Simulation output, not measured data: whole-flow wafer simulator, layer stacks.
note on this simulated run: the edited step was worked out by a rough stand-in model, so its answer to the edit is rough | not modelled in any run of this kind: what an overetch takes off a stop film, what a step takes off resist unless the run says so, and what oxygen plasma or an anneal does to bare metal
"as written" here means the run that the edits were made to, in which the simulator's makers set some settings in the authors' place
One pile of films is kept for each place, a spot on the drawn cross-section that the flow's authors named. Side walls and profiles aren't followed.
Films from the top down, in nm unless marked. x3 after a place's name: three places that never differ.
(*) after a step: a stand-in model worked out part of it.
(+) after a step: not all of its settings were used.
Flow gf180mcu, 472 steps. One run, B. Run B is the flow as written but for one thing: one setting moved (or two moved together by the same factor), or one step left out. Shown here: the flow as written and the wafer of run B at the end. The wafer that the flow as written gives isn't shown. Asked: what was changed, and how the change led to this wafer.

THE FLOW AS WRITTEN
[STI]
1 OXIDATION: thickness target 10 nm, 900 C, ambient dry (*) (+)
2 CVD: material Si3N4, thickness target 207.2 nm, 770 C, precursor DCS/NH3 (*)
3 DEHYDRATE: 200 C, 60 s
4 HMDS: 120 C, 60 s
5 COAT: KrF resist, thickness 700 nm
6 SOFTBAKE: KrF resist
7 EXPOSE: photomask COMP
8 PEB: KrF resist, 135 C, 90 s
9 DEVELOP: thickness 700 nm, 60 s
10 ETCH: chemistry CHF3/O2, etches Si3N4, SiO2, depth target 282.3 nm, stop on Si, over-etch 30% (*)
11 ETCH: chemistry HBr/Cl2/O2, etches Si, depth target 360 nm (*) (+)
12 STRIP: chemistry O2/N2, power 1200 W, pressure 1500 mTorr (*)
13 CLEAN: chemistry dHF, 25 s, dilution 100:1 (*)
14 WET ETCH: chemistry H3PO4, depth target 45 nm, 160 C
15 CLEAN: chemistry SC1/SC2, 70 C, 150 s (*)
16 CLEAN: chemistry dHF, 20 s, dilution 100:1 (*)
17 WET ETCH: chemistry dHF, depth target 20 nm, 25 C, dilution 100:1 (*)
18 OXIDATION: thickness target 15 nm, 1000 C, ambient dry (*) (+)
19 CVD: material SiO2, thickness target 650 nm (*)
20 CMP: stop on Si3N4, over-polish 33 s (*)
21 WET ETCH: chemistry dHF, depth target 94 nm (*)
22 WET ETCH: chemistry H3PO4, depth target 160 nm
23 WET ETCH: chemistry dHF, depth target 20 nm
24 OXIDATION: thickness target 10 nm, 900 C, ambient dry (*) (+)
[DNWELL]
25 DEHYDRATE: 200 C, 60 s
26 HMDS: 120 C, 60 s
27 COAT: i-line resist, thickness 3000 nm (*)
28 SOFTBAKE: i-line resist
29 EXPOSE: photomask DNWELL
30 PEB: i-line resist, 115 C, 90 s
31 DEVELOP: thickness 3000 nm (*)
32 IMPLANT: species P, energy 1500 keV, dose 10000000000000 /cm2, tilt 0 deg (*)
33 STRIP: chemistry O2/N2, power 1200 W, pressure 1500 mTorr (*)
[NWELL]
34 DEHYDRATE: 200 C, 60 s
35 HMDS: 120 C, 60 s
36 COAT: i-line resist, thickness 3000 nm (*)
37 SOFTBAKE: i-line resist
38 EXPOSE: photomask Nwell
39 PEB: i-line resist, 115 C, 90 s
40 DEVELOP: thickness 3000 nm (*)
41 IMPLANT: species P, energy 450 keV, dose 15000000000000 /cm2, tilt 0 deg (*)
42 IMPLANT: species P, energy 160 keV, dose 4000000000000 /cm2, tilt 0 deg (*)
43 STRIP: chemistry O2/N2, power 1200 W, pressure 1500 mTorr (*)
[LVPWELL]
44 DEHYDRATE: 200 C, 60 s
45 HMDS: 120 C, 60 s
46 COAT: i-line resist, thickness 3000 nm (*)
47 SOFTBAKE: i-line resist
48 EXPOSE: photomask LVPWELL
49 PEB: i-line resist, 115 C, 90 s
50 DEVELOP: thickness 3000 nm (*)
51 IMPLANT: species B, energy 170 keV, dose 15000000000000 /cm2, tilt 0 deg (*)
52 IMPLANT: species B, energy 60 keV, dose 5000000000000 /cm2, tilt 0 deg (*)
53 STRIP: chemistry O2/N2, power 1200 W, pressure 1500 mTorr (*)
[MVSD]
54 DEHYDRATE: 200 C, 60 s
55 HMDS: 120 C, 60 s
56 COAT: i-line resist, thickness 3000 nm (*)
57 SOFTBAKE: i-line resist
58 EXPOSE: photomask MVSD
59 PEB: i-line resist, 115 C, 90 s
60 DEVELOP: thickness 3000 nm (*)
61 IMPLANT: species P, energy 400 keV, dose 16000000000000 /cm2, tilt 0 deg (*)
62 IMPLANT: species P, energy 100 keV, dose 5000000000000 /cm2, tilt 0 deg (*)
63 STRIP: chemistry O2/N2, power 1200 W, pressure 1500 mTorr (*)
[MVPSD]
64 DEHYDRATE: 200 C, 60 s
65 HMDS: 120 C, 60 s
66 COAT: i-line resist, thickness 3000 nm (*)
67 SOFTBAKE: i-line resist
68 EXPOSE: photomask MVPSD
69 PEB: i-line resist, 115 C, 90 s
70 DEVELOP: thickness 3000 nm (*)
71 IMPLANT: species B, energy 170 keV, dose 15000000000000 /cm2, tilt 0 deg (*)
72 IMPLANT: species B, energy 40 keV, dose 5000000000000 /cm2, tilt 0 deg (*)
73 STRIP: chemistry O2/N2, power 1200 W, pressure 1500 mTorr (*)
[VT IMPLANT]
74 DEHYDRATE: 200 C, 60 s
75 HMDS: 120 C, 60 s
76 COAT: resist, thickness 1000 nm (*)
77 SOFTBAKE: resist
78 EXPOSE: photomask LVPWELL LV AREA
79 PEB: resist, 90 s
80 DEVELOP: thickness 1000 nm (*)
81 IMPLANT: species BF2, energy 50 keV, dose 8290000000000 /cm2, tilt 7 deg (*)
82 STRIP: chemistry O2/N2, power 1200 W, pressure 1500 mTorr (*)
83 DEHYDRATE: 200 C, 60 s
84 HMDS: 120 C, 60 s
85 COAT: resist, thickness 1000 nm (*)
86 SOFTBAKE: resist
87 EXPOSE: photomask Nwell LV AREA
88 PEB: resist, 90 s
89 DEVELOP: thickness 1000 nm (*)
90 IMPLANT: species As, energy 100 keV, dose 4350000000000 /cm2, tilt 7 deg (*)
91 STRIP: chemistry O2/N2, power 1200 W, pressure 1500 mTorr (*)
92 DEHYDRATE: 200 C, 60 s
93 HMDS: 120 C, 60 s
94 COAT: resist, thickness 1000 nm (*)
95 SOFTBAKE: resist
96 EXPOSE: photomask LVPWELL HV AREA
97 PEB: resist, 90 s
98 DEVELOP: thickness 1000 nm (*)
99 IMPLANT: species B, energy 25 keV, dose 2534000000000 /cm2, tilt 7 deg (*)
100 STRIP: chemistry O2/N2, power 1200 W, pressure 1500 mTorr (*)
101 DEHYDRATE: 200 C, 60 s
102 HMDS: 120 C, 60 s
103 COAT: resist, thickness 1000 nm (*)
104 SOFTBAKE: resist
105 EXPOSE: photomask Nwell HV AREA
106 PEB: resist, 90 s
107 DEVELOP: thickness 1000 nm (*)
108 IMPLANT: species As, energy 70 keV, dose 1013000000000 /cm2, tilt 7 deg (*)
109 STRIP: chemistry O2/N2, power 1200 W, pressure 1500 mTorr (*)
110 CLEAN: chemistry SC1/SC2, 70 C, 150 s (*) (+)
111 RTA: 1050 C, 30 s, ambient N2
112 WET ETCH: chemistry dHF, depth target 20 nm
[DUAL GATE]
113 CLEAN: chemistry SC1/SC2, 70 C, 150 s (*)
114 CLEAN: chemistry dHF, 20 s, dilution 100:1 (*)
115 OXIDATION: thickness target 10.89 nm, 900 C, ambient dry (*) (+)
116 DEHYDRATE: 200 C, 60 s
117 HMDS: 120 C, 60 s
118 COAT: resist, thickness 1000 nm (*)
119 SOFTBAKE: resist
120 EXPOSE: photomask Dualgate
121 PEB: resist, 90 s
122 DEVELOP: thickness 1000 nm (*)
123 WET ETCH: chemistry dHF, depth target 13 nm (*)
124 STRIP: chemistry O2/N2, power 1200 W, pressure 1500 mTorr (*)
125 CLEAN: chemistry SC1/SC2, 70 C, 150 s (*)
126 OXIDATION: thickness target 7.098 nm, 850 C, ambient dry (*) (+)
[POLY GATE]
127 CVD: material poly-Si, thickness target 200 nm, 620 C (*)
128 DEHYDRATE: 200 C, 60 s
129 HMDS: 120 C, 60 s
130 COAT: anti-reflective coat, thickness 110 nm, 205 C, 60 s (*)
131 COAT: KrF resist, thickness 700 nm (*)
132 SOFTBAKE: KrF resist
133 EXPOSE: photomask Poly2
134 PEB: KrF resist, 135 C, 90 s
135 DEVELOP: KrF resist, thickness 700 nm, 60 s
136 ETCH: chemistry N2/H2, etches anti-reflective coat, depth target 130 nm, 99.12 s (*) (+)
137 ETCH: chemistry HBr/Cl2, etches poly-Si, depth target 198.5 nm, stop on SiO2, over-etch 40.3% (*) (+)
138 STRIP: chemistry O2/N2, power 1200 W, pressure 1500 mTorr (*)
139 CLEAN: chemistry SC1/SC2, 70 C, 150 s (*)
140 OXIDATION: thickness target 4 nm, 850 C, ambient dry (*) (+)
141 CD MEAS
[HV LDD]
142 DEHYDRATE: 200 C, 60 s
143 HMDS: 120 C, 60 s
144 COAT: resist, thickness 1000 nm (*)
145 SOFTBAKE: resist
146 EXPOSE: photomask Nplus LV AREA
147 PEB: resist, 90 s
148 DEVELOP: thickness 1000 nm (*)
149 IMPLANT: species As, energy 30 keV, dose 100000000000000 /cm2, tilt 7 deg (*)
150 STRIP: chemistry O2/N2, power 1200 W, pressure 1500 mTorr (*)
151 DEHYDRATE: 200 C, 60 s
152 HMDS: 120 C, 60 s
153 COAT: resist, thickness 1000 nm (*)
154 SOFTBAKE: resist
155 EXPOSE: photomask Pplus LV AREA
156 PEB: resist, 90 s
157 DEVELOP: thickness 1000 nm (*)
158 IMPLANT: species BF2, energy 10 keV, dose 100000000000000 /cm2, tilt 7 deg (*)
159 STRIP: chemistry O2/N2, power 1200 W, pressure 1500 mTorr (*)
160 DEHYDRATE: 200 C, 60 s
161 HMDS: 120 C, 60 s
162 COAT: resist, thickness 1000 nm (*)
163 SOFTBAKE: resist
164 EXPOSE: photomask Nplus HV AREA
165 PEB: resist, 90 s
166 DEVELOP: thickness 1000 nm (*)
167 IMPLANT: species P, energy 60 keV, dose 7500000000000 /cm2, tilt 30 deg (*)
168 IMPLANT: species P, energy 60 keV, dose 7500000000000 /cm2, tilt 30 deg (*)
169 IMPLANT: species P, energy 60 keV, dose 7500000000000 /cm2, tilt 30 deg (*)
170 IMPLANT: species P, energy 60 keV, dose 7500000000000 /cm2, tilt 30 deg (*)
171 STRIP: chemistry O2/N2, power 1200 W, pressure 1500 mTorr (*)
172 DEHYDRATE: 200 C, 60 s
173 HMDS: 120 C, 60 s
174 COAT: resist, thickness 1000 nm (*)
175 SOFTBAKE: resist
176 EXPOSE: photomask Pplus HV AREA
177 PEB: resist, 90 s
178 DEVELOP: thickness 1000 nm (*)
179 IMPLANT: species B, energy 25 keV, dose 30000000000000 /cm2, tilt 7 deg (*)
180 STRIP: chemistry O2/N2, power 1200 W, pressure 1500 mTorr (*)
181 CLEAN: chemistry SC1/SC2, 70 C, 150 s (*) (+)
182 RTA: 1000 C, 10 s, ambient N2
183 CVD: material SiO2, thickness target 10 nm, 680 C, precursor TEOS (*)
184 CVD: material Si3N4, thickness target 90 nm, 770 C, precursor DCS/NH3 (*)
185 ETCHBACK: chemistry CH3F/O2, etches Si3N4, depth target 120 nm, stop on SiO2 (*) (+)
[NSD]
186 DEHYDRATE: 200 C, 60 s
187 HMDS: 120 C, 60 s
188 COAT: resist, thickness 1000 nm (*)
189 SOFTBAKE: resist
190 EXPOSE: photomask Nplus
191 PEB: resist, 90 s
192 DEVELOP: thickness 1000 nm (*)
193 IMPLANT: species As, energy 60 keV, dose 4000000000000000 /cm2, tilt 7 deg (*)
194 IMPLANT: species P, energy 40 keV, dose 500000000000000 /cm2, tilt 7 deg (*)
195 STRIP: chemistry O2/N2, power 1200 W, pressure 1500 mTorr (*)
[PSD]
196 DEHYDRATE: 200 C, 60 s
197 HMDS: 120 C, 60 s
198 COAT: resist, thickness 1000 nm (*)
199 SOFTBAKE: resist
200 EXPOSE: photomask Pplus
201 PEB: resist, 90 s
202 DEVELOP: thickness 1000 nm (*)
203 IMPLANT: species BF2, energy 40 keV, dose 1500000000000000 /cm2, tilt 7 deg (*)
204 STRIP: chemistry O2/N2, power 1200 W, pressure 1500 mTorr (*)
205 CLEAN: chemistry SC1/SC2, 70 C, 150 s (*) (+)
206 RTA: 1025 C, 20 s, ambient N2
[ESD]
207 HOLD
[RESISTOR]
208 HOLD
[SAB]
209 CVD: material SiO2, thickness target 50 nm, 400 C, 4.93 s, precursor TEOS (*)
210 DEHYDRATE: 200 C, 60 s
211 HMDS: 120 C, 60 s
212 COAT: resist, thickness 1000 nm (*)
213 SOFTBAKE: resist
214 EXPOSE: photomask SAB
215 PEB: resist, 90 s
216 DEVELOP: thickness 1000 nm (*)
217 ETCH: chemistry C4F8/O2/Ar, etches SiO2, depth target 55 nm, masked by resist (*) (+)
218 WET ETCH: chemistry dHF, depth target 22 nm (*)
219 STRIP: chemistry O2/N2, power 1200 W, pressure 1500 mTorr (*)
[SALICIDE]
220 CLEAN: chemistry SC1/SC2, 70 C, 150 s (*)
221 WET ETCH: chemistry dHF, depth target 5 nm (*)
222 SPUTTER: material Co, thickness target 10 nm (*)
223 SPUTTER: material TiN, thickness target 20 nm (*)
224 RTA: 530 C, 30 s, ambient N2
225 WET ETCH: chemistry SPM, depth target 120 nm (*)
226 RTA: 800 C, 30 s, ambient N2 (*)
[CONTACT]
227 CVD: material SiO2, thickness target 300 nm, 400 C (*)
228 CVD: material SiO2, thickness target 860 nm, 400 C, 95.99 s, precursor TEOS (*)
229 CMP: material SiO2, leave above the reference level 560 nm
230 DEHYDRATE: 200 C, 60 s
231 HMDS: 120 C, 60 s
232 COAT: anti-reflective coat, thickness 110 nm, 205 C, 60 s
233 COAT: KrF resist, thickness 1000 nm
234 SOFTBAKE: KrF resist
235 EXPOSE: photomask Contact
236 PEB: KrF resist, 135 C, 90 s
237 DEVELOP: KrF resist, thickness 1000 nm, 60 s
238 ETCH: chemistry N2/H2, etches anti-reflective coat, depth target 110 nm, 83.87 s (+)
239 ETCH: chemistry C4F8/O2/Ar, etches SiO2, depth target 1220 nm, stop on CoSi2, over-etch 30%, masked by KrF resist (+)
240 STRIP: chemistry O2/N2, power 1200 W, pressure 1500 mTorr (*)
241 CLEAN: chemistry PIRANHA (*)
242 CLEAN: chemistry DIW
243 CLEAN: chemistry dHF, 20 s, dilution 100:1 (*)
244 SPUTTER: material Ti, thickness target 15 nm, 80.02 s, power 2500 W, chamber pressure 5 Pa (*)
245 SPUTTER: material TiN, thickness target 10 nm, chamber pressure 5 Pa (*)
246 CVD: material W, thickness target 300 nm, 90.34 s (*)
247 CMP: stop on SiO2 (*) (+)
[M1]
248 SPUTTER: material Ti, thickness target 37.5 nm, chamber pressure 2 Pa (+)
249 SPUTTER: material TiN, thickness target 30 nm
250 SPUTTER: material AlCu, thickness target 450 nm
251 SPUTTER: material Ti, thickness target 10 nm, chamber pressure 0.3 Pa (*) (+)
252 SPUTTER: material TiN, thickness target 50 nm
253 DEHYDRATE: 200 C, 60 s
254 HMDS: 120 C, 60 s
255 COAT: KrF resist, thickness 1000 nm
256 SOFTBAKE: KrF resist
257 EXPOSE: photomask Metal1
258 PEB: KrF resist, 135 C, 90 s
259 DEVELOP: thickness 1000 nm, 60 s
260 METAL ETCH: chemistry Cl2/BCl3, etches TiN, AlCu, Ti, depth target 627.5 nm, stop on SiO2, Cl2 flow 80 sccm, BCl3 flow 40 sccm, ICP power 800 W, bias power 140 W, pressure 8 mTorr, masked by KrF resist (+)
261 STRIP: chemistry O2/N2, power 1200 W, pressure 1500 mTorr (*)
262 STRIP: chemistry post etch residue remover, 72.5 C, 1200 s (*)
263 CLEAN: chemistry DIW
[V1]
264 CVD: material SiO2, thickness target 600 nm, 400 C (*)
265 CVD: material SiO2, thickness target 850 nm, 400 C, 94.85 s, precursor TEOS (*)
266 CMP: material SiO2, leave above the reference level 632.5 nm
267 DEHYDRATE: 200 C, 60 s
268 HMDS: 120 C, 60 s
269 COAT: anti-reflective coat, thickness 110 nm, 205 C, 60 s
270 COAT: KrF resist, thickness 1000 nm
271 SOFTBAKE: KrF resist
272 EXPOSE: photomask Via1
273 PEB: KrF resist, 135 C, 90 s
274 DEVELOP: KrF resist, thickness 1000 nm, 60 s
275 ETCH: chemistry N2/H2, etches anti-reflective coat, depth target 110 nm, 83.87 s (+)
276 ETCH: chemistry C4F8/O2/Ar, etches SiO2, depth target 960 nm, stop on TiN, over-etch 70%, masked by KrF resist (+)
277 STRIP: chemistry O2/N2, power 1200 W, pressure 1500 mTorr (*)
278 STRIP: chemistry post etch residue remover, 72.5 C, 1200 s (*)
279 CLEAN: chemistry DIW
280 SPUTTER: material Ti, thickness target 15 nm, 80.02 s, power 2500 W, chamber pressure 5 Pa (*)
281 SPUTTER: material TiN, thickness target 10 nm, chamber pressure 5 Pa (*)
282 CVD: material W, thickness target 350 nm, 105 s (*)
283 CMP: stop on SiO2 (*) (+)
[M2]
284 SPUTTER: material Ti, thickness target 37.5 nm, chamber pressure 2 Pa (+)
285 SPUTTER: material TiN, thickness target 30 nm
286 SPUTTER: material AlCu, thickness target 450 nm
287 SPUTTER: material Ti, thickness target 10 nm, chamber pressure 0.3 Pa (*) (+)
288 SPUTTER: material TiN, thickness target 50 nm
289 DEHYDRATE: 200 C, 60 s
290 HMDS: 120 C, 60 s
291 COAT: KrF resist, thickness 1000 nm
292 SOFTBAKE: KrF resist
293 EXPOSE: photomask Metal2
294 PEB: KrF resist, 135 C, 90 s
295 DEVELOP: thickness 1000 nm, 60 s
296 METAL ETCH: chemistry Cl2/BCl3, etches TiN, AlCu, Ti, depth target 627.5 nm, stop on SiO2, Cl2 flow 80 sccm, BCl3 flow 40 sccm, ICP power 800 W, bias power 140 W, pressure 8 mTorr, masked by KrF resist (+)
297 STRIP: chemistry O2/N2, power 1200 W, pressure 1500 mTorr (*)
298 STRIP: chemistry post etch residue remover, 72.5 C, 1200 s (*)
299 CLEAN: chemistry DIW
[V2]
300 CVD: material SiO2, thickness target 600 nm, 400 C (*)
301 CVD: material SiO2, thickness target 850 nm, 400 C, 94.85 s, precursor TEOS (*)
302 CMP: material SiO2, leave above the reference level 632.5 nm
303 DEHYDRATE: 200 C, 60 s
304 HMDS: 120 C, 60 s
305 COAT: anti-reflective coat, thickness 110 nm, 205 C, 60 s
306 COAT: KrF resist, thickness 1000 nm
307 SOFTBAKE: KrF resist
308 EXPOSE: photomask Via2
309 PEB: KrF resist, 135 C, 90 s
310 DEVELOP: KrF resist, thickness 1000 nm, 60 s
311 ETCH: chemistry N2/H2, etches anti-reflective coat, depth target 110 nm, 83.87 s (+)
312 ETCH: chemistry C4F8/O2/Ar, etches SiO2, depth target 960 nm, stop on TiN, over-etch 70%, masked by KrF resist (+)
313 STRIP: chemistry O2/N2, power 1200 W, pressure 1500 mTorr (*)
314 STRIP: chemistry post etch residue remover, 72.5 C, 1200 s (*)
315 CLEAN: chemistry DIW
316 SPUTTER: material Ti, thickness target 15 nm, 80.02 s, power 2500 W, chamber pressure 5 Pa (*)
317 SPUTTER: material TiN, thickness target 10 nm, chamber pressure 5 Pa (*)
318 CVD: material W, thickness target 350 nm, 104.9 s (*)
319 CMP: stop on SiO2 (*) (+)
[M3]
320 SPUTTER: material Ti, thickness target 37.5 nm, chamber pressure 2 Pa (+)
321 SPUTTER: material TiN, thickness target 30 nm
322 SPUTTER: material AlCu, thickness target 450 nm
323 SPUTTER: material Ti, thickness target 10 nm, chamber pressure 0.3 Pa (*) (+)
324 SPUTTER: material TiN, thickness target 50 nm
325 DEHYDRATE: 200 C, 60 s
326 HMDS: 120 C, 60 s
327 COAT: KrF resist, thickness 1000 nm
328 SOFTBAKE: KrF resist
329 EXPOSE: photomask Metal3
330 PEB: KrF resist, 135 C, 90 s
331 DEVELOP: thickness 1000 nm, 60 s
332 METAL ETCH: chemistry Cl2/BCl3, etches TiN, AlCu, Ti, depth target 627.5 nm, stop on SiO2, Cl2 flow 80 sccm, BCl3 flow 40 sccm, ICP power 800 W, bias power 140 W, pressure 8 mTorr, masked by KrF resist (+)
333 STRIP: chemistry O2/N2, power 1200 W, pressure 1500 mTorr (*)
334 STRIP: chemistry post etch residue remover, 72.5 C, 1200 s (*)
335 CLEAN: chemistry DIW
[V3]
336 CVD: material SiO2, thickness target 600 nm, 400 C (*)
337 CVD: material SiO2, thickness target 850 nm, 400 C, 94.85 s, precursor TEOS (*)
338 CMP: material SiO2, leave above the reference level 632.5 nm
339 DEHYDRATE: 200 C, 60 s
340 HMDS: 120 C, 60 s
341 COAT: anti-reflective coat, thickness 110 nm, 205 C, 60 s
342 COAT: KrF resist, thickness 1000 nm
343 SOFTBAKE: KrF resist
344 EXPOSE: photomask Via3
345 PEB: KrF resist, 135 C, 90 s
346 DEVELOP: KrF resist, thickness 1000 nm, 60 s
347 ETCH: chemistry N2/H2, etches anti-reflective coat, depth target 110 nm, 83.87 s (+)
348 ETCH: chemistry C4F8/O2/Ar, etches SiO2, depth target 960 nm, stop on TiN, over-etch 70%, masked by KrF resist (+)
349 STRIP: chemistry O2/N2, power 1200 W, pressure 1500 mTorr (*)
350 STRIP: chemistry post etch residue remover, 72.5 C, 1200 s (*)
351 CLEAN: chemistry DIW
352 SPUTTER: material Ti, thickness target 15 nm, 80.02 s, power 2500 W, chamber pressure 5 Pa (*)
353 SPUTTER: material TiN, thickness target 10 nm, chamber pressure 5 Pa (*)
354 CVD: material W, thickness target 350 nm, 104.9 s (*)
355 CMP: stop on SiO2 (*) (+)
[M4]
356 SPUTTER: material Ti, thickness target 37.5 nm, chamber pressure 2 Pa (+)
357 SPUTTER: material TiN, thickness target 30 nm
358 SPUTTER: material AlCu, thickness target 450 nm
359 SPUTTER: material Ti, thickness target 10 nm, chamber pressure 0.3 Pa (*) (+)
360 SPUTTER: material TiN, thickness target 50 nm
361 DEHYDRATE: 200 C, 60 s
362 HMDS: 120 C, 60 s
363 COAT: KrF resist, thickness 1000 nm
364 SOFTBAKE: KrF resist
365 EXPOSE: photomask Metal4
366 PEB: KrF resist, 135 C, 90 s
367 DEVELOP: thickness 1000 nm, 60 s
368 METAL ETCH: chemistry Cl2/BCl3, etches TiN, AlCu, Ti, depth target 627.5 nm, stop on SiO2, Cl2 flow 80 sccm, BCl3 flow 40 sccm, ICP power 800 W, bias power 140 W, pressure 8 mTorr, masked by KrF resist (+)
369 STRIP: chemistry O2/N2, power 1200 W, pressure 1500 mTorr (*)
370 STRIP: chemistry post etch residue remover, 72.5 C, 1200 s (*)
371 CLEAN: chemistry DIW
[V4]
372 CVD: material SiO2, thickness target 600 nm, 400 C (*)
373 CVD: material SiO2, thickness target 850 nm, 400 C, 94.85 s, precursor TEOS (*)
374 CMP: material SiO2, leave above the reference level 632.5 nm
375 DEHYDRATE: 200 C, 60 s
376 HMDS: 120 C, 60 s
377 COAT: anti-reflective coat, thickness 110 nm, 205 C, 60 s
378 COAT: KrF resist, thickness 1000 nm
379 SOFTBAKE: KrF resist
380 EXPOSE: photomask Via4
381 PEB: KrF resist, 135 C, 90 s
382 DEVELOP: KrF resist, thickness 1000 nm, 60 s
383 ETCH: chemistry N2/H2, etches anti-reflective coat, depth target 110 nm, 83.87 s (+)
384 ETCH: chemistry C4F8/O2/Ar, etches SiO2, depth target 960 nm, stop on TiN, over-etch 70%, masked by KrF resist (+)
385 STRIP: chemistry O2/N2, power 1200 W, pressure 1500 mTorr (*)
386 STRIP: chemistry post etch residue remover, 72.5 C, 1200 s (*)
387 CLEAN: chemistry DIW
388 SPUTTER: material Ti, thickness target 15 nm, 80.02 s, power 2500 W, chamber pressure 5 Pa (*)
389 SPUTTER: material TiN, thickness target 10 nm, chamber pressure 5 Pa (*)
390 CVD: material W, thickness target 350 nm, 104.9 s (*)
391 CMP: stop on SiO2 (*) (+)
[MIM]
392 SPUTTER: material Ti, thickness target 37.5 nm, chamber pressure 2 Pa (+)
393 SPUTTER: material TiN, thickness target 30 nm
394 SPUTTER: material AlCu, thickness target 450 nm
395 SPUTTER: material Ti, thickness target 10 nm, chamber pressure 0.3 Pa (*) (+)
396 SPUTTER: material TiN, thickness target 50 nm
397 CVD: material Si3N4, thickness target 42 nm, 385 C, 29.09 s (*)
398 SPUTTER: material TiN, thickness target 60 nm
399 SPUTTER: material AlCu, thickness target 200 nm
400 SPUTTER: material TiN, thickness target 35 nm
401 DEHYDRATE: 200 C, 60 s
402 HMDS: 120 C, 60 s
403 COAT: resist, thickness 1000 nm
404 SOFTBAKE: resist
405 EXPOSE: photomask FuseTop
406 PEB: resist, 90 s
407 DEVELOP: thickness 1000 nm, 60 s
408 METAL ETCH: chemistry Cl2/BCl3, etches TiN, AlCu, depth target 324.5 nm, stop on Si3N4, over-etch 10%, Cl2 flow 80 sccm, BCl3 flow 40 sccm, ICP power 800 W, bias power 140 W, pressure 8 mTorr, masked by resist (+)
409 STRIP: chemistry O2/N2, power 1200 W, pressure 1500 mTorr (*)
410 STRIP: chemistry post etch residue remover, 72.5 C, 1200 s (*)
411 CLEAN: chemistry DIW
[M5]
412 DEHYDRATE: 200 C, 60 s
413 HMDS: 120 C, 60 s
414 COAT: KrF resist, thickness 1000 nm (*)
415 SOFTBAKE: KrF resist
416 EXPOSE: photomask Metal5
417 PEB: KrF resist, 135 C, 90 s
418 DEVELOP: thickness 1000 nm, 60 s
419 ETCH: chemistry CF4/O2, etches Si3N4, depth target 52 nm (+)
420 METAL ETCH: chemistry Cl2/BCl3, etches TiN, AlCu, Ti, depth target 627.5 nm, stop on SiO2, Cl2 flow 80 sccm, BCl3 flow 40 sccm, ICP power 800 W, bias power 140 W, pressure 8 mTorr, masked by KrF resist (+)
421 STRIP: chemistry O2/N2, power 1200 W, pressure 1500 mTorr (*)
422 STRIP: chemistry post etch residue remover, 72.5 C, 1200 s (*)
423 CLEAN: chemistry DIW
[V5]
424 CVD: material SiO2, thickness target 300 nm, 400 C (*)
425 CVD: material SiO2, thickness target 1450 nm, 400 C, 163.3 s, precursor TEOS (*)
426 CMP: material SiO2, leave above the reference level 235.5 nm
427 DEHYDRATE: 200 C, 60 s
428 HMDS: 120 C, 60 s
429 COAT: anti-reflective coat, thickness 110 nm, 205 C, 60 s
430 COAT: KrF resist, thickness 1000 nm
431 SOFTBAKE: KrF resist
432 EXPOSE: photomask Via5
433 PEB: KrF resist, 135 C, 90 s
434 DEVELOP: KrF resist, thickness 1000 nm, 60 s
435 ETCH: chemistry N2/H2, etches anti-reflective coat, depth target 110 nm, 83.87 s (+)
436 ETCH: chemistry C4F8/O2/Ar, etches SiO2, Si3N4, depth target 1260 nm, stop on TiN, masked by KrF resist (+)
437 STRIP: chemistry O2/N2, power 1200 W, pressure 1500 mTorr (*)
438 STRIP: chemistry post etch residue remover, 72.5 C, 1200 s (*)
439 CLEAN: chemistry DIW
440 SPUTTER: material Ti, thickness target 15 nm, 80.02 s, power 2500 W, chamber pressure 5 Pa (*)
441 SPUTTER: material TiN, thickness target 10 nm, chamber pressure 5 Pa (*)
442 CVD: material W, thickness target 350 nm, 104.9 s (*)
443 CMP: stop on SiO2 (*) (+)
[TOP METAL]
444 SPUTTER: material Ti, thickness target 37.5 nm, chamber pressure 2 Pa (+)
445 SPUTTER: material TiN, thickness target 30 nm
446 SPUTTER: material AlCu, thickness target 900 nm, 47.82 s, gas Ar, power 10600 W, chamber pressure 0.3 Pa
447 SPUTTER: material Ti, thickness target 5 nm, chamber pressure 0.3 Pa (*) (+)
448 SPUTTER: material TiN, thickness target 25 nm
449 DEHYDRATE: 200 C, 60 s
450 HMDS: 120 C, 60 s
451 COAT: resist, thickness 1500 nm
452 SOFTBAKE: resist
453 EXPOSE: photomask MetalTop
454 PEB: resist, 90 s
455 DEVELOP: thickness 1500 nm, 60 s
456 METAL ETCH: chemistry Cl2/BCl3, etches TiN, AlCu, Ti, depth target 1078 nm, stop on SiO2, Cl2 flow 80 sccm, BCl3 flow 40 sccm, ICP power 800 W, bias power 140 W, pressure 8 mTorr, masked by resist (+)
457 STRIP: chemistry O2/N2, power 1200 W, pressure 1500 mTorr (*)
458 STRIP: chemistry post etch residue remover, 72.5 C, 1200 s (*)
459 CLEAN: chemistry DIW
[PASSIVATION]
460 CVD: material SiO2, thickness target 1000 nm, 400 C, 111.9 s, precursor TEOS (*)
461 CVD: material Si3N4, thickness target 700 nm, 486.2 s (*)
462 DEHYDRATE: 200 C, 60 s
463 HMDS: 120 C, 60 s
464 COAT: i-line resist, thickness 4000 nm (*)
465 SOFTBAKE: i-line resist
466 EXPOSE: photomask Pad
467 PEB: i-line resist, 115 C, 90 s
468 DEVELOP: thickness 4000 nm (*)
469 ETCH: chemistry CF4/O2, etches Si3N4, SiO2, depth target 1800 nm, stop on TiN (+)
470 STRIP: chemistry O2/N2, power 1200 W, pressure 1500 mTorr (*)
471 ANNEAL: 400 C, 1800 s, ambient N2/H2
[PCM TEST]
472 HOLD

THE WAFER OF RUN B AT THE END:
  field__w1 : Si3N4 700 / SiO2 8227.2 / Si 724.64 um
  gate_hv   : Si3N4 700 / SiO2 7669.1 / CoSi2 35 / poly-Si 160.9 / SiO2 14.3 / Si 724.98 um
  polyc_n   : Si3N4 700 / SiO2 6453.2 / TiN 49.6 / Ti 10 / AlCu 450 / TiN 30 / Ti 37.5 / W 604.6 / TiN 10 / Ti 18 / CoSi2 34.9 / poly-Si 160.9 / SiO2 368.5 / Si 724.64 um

The cause: step 244, SPUTTER: thickness target 18 nm was run, where the flow has thickness target 15 nm.
It can be read off the wafer: polyc_n has Ti 18, and step 244 as written asks for 15 nm.

How the change led to this, step by step:
  244 SPUTTER: material Ti, thickness target 15 nm, 80.02 s, power 2500 W, chamber pressure 5 Pa (*)
      field, field__w1, field__w2 and 107 more: Ti +18 (new film) (as written it would be: Ti +15 (new film))
      contact: Ti +10.2 (new film) (as written it would be: Ti +8.55 (new film))
  247 CMP: stop on SiO2 (*) (+)
      field, field__w1, field__w2 and 105 more: W -300 (all of it), TiN -10 (all of it), Ti -18 (all of it), SiO2 -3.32 (as written it would be: W -300 (all of it), TiN -10 (all of it), Ti -15 (all of it), SiO2 -3.29)
